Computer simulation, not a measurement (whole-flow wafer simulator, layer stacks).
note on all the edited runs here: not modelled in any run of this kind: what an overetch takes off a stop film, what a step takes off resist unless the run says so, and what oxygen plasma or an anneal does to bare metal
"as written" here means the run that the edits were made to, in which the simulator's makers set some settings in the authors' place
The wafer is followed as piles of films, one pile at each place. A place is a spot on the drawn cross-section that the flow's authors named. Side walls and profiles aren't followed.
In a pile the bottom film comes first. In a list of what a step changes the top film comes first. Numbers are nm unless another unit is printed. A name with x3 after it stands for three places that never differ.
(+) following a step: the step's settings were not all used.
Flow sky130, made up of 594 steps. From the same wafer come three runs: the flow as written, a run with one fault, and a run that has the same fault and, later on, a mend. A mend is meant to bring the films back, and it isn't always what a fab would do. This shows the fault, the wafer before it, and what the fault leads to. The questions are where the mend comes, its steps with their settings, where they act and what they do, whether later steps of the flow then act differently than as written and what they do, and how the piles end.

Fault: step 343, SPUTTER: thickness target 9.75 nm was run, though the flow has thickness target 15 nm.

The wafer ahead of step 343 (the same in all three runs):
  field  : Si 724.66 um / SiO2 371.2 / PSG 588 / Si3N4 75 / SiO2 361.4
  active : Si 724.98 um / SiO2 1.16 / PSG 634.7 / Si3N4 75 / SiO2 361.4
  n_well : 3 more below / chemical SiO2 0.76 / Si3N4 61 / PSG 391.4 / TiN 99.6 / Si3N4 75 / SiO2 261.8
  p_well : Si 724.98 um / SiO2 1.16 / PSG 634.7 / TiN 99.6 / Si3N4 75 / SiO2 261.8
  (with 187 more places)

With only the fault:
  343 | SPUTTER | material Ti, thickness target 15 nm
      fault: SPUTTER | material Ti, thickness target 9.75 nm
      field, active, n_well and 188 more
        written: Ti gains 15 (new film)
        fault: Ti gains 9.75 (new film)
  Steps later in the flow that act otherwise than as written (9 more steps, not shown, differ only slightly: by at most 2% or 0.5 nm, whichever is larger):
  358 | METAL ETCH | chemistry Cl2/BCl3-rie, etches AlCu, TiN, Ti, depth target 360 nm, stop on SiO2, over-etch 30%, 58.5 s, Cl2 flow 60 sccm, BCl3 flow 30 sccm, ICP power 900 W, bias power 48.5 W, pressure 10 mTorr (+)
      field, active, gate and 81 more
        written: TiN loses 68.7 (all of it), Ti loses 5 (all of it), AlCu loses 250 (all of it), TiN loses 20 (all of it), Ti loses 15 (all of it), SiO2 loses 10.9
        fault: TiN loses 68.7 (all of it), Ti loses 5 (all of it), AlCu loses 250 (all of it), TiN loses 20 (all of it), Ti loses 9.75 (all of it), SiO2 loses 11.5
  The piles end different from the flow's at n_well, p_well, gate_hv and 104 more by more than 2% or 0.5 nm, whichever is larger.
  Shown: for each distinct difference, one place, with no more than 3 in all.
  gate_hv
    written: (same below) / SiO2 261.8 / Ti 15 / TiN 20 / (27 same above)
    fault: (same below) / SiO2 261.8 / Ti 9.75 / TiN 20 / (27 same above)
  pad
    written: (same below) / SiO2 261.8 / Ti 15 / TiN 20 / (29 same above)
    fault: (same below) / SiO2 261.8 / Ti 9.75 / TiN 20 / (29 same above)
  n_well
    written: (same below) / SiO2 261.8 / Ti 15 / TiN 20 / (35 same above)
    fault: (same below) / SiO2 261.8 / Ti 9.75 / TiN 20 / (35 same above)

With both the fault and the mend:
  The mend stands after step 343.
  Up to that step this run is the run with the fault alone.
  343a | SPUTTER | material Ti, thickness target 5.25 nm (the flow's step 343, run once more with other settings)
      field, active, n_well and 188 more
        Ti gains 5.25
  Later steps of the flow that are run all act as written at every place that is followed.
  By the end, the piles equal the flow's at every place that both follow.
